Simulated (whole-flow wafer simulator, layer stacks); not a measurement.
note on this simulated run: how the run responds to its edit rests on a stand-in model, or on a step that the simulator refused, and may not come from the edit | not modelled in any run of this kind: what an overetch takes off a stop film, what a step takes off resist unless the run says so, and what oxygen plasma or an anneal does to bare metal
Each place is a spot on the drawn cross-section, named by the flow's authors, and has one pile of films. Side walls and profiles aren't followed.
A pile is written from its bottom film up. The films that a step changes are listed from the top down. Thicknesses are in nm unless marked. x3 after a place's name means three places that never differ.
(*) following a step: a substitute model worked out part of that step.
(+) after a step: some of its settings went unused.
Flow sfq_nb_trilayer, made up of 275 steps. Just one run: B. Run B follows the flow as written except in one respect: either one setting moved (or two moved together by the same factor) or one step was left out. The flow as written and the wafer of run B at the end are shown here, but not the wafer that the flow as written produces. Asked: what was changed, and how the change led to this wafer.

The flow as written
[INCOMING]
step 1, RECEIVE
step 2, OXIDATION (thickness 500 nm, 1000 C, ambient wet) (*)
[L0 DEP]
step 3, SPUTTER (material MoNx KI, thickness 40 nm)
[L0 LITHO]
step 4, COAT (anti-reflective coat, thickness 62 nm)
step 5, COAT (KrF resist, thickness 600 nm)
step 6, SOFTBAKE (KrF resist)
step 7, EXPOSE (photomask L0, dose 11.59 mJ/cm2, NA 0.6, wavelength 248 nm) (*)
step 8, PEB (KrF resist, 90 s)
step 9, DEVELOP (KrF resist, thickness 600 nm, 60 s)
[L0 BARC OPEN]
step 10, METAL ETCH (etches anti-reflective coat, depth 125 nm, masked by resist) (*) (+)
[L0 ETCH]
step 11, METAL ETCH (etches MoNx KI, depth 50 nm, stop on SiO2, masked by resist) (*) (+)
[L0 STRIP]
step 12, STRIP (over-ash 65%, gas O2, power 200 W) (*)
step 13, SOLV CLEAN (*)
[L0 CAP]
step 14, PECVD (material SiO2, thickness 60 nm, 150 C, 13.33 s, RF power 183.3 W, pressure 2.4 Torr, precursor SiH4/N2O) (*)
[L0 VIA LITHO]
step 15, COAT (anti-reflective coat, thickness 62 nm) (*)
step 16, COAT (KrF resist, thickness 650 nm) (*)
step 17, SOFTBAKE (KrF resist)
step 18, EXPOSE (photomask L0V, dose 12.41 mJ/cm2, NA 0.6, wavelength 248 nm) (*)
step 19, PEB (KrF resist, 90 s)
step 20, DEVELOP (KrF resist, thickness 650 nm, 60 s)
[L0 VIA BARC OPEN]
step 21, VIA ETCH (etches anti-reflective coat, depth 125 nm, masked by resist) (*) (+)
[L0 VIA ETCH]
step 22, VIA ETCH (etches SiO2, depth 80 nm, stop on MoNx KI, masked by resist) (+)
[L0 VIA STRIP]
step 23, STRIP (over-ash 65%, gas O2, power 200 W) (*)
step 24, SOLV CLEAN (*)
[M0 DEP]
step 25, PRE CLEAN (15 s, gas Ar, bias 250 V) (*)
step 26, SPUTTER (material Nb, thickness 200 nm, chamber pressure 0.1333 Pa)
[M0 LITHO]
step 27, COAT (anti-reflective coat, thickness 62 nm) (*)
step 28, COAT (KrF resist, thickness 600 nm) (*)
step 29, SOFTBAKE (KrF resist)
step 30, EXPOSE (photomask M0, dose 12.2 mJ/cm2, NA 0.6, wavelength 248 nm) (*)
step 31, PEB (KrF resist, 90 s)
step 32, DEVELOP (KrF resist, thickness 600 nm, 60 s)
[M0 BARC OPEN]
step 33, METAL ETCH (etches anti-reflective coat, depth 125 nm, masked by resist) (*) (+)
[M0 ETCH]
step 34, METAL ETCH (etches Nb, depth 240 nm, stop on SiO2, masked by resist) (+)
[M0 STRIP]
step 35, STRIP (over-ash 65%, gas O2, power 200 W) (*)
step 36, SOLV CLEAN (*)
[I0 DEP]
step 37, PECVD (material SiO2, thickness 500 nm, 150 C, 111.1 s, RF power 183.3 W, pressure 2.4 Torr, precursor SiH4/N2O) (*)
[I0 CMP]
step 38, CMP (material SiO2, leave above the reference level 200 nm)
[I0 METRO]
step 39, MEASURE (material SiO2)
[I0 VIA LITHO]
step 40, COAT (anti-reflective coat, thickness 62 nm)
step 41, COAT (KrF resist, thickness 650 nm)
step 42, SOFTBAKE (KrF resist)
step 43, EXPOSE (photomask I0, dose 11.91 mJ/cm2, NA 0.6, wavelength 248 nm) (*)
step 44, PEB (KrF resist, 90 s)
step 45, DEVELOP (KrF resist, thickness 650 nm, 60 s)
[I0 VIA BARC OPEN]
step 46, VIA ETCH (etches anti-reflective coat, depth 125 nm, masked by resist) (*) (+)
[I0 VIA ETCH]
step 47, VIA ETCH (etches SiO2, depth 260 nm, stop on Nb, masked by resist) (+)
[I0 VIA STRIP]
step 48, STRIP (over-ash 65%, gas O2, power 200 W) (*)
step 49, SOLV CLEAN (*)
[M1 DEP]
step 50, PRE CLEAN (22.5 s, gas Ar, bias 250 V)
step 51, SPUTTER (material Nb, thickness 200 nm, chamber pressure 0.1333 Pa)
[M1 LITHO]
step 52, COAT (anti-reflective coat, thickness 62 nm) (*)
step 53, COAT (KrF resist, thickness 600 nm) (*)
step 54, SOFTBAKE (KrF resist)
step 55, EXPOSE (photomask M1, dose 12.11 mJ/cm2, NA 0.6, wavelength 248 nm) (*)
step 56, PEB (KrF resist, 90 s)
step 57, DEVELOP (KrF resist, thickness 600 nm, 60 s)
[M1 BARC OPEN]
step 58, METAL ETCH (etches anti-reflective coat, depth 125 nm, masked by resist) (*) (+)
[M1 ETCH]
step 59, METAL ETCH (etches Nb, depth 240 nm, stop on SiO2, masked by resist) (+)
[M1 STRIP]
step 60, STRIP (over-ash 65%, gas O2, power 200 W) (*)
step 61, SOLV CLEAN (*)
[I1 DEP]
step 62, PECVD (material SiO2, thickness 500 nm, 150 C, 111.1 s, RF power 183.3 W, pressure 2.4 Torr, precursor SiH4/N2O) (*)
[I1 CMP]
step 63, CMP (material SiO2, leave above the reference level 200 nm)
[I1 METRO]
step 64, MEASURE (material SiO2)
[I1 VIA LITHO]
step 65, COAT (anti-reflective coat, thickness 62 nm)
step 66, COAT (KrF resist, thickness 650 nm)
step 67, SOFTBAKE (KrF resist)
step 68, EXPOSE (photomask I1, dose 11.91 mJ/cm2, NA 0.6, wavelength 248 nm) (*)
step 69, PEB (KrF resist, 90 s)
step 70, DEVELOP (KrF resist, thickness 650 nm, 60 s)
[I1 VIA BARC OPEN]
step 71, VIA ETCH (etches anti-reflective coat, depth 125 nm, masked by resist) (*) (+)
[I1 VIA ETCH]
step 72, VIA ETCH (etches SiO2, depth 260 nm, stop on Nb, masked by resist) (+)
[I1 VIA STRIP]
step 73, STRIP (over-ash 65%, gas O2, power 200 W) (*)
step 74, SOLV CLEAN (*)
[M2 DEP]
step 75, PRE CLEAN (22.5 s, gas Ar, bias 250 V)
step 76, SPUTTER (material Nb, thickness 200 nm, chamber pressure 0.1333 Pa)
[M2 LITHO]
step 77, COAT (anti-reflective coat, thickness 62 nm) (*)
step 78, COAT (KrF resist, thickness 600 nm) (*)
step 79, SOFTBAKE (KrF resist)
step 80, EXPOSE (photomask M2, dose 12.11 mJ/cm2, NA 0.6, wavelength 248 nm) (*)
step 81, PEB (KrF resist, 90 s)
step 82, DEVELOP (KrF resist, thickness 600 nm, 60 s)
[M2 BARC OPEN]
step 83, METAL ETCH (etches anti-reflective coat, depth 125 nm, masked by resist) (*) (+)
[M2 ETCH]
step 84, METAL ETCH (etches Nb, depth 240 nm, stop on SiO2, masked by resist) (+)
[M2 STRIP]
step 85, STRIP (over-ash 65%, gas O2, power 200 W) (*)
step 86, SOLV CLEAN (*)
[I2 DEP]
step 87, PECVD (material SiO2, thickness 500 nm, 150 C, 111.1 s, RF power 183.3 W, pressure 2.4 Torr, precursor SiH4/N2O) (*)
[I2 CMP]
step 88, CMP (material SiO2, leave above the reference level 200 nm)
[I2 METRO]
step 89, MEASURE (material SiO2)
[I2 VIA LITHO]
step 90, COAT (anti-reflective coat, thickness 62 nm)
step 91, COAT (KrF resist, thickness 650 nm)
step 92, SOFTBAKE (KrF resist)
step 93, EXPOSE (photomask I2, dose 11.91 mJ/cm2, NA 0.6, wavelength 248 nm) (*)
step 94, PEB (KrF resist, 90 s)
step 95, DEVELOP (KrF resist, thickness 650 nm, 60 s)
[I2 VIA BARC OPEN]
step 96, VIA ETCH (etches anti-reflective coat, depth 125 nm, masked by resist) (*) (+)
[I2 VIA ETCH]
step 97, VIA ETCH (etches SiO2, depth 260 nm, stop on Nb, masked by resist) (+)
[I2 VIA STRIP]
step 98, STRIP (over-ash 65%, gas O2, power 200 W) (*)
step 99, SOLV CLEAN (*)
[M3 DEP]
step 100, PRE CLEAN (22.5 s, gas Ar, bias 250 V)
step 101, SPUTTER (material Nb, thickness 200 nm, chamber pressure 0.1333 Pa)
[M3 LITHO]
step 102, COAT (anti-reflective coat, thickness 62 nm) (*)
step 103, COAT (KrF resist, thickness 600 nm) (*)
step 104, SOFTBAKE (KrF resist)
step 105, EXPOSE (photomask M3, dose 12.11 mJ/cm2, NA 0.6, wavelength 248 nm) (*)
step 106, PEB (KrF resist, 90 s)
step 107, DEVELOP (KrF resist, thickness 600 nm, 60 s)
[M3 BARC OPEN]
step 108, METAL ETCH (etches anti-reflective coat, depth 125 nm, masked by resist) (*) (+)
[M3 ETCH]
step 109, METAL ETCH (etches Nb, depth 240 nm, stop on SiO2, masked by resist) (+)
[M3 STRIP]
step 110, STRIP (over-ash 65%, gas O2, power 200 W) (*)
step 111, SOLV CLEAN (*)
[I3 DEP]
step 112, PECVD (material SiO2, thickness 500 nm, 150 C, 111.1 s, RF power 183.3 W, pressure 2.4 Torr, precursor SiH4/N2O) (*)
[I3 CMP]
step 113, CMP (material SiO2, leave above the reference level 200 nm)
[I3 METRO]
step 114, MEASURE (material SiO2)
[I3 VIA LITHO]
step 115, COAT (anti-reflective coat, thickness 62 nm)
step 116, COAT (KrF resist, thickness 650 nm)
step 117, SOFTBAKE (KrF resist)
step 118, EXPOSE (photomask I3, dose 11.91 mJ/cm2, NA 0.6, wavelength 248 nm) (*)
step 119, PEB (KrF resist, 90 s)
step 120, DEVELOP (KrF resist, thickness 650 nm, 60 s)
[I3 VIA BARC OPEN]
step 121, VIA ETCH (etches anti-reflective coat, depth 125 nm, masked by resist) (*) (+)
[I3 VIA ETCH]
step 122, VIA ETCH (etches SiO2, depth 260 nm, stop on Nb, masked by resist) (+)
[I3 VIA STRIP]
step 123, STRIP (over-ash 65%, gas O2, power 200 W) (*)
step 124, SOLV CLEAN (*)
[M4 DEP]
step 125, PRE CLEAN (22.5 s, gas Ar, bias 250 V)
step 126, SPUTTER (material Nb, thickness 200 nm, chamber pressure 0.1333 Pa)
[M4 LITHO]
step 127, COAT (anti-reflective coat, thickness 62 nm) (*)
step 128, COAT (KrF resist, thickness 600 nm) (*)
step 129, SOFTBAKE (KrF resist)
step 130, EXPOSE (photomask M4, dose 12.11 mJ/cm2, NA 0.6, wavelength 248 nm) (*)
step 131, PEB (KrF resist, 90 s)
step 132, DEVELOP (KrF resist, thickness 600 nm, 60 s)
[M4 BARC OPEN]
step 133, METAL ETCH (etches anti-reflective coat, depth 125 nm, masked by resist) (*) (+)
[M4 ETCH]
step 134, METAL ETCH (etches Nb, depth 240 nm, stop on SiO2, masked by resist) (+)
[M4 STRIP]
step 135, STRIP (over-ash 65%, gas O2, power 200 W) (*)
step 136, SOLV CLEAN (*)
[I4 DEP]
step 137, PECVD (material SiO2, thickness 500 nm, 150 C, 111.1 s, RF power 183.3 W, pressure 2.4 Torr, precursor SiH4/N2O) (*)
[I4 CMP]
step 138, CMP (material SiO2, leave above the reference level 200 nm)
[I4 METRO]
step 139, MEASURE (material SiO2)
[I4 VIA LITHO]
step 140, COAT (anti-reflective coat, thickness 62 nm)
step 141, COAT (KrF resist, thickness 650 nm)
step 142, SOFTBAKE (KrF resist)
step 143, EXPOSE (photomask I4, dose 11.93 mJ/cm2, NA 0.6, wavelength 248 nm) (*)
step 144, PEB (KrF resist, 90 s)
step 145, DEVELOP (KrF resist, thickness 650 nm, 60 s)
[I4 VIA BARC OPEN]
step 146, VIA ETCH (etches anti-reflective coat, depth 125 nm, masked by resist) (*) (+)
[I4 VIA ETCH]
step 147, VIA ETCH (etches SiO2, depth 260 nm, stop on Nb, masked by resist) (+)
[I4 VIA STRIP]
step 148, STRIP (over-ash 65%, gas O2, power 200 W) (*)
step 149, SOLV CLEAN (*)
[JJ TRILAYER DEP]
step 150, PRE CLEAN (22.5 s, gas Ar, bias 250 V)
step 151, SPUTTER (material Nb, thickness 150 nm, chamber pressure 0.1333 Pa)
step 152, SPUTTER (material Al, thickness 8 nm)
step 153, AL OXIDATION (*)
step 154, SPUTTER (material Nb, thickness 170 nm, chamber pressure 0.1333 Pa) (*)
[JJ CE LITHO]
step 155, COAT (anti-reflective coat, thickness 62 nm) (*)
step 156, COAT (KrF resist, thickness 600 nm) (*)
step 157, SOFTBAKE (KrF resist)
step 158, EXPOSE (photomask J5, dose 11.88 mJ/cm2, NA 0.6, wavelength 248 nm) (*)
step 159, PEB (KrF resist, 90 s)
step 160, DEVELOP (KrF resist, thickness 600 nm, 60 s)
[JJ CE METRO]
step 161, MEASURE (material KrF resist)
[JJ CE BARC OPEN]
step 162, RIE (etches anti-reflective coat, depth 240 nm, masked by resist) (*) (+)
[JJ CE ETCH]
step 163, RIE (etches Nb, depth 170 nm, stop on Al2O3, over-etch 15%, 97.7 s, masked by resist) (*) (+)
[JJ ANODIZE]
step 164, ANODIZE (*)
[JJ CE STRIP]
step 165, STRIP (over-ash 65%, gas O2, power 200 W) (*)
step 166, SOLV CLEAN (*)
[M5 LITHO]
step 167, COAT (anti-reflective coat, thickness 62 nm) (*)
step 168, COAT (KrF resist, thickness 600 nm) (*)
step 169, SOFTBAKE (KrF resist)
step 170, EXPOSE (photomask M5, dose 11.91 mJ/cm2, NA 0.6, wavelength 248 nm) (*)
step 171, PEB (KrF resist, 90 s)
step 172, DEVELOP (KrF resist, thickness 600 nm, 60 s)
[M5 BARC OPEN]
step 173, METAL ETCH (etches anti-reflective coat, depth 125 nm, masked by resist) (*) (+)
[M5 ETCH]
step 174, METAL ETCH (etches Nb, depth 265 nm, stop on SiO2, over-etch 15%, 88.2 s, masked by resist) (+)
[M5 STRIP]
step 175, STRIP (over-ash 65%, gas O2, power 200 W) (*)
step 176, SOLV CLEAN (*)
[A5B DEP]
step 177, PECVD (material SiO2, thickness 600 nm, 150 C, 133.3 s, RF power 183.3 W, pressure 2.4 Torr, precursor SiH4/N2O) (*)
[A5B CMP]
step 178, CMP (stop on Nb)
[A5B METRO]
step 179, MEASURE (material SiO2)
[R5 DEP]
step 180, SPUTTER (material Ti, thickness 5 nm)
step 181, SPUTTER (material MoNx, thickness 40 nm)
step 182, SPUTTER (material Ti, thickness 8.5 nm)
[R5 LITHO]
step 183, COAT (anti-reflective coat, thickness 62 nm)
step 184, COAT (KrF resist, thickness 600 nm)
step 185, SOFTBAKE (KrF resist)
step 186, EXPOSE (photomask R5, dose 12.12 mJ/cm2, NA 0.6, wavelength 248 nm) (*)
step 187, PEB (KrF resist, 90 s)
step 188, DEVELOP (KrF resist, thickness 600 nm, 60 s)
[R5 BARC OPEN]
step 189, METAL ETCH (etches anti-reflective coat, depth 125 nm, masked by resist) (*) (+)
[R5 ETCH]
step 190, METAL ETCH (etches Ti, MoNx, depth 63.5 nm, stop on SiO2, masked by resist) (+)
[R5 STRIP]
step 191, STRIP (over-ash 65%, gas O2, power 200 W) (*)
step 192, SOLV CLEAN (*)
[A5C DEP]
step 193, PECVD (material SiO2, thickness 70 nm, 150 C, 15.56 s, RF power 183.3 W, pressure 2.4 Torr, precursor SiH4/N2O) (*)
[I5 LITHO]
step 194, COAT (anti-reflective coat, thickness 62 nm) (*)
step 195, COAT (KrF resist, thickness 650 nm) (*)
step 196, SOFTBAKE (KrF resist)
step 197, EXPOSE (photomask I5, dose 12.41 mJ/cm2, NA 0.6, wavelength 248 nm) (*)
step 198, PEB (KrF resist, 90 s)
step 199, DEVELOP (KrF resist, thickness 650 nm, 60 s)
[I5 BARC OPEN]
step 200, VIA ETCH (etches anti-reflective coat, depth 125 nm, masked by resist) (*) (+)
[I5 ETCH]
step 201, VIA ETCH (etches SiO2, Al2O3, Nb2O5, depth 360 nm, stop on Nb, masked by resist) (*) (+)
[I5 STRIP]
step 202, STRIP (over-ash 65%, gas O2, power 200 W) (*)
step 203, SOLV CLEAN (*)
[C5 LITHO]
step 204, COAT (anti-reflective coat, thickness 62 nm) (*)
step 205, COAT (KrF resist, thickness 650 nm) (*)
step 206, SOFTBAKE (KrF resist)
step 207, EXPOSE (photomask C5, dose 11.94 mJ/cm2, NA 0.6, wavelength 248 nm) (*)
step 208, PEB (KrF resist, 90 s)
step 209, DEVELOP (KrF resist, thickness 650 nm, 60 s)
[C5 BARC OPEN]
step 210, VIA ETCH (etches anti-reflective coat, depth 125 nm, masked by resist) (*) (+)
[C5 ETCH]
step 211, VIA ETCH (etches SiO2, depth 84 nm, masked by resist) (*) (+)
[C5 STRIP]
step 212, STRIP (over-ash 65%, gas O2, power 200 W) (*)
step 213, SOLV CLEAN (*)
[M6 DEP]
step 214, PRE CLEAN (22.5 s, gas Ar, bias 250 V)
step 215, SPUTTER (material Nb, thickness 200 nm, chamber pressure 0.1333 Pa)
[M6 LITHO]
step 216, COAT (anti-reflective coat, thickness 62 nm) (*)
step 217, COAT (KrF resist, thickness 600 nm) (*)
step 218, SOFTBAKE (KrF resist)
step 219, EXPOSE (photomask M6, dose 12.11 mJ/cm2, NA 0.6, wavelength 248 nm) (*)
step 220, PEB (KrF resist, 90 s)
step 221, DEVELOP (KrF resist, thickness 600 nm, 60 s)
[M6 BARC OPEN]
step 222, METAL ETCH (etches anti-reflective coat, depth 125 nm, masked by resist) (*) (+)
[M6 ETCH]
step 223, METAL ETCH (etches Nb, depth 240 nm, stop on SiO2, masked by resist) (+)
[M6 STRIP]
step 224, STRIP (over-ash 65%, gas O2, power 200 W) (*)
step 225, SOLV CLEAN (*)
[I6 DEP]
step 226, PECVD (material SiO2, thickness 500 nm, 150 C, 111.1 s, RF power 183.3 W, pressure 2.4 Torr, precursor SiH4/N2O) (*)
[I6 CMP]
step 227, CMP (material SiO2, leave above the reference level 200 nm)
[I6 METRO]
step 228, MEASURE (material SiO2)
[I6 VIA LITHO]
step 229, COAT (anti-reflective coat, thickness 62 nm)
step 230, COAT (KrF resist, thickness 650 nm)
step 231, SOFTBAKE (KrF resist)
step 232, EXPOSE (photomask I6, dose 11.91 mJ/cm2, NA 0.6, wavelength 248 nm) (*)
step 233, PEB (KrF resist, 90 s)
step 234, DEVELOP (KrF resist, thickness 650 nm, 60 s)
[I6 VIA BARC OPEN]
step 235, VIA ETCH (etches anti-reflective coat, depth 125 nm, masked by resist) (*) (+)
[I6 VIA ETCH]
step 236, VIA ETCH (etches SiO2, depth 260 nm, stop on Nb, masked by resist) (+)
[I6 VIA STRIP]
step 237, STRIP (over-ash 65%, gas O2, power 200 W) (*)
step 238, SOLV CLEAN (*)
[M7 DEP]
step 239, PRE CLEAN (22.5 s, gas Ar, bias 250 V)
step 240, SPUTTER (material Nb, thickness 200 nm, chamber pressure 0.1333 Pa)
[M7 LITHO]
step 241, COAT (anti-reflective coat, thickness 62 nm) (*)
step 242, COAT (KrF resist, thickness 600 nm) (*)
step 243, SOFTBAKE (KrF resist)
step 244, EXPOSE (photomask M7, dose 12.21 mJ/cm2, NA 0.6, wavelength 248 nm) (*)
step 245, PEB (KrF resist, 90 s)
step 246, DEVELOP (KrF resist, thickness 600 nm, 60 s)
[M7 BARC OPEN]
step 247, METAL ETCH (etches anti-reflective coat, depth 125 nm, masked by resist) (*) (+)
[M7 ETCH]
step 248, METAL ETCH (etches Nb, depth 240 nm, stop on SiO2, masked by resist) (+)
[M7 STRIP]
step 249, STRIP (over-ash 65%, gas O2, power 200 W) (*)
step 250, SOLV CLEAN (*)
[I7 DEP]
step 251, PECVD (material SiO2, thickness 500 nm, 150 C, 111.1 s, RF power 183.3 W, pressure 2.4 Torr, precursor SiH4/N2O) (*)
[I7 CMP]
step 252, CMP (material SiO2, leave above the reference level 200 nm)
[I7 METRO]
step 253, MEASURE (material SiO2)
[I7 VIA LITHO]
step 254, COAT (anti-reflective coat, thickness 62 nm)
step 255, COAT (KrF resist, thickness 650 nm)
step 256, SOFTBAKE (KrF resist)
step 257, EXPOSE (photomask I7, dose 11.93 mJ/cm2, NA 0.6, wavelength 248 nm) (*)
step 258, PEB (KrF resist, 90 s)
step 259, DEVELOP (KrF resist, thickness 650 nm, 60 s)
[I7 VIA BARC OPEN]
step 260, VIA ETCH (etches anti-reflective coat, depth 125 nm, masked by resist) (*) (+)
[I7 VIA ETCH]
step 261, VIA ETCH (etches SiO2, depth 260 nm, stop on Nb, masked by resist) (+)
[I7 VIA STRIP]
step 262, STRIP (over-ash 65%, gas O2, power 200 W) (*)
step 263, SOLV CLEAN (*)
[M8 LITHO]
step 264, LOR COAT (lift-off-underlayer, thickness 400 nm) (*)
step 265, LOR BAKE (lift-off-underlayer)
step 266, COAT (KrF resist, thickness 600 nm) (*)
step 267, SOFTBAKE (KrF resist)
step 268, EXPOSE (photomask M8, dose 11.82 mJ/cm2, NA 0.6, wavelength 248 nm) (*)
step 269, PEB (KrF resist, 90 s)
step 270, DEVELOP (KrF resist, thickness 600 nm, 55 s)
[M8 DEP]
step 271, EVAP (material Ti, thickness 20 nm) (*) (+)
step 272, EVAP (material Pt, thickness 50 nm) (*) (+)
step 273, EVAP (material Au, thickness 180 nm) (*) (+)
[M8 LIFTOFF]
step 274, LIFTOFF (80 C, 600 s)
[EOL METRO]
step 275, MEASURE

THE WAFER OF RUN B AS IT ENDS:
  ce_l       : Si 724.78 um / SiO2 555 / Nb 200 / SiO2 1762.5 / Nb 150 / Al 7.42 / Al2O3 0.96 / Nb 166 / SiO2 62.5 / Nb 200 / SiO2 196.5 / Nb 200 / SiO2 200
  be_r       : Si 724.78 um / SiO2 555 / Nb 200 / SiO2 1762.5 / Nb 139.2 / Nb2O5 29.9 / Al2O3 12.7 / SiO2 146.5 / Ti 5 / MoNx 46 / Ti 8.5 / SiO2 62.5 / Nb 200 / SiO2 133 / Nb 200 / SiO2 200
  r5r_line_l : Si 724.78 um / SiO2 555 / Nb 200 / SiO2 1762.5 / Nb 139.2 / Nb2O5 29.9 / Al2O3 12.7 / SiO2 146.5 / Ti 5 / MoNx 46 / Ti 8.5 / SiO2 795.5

What caused this: step 181, SPUTTER: thickness 46 nm was run, though the flow has thickness 40 nm.
One can read it off the wafer: be_r has MoNx 46, and step 181 as written asks for 40 nm.

The path from the change to this, step by step:
  step 181, SPUTTER (material MoNx, thickness 40 nm)
      field_l, v_sur, via_wl and 103 more: +46 MoNx (new film) (it would be, as written: +40 MoNx (new film))
  step 190, METAL ETCH (etches Ti, MoNx, depth 63.5 nm, stop on SiO2, masked by resist) (+)
      field_l, v_sur, via_wl and 92 more: -8.5 Ti (all of it), -46 MoNx (all of it), -5 Ti (all of it) (it would be, as written: -8.5 Ti (all of it), -40 MoNx (all of it), -5 Ti (all of it))
      ce_l, c5j, ce_r, wl_jj: -8.5 Ti (all of it), -46 MoNx (all of it), -5 Ti (all of it), -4 Nb (it would be, as written: -8.5 Ti (all of it), -40 MoNx (all of it), -5 Ti (all of it), -10 Nb)
  step 194, COAT (anti-reflective coat, thickness 62 nm) (*)
      r5r_spacepad_l, r5r_spacepad_r: +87 anti-reflective coat (new film) (it would be, as written: +84.4 anti-reflective coat (new film))
      r5r_line_c, r5r_line_r: +48.4 anti-reflective coat (new film) (it would be, as written: +49.4 anti-reflective coat (new film))
      (also at 6 further places)
  step 202, STRIP (over-ash 65%, gas O2, power 200 W) (*)
      r5r_spacepad_l, r5r_spacepad_r: -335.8 KrF resist (all of it), -87 anti-reflective coat (all of it) (it would be, as written: -335.6 KrF resist (all of it), -84.4 anti-reflective coat (all of it))
      r5r_line_c, r5r_line_r: -315.3 KrF resist (all of it), -48.4 anti-reflective coat (all of it) (it would be, as written: -317.5 KrF resist (all of it), -49.4 anti-reflective coat (all of it))
      (also at 6 further places)
  step 204, COAT (anti-reflective coat, thickness 62 nm) (*)
      r5r_spacepad_l, r5r_spacepad_r: +87 anti-reflective coat (new film) (it would be, as written: +84.4 anti-reflective coat (new film))
      r5r_line_c, r5r_line_r: +48.4 anti-reflective coat (new film) (it would be, as written: +49.4 anti-reflective coat (new film))
      (also at 7 further places)
  step 210, VIA ETCH (etches anti-reflective coat, depth 125 nm, masked by resist) (*) (+)
      c5j: -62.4 anti-reflective coat (all of it), -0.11 SiO2 (it would be, as written: -63.9 anti-reflective coat (all of it), -0.11 SiO2)
  step 212, STRIP (over-ash 65%, gas O2, power 200 W) (*)
      r5r_spacepad_l, r5r_spacepad_r: -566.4 KrF resist (all of it), -87 anti-reflective coat (all of it) (it would be, as written: -565.8 KrF resist (all of it), -84.4 anti-reflective coat (all of it))
      r5r_line_c, r5r_line_r: -545.9 KrF resist (all of it), -48.4 anti-reflective coat (all of it) (it would be, as written: -547.6 KrF resist (all of it), -49.4 anti-reflective coat (all of it))
      (also at 6 further places)
  step 216, COAT (anti-reflective coat, thickness 62 nm) (*)
      r5r_spacepad_l, r5r_spacepad_r: +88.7 anti-reflective coat (new film) (it would be, as written: +85.7 anti-reflective coat (new film))
      jj_sur: +57.6 anti-reflective coat (new film) (it would be, as written: +56.1 anti-reflective coat (new film))
      (also at 4 further places)
  step 222, METAL ETCH (etches anti-reflective coat, depth 125 nm, masked by resist) (*) (+)
      r5r_spacepad_l, r5r_spacepad_r: -88.7 anti-reflective coat (all of it) (it would be, as written: -85.7 anti-reflective coat (all of it))
  step 224, STRIP (over-ash 65%, gas O2, power 200 W) (*)
      jj_sur: -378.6 KrF resist (all of it), -57.6 anti-reflective coat (all of it) (it would be, as written: -378.5 KrF resist (all of it), -56.1 anti-reflective coat (all of it))
      ce_l: -394.8 KrF resist (all of it), -46.2 anti-reflective coat (all of it) (it would be, as written: -397.1 KrF resist (all of it), -48 anti-reflective coat (all of it))
      (also at 3 further places)
  step 227, CMP (material SiO2, leave above the reference level 200 nm)
      r5r_line_l, r5r_spacepad_l, r5r_spacepad_r, r5r_line_c, r5r_line_r: -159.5 SiO2 (it would be, as written: -153.5 SiO2)
      ce_l, ce_r, wl_jj: -296 SiO2 (it would be, as written: -290 SiO2)
      (also at 2 further places)
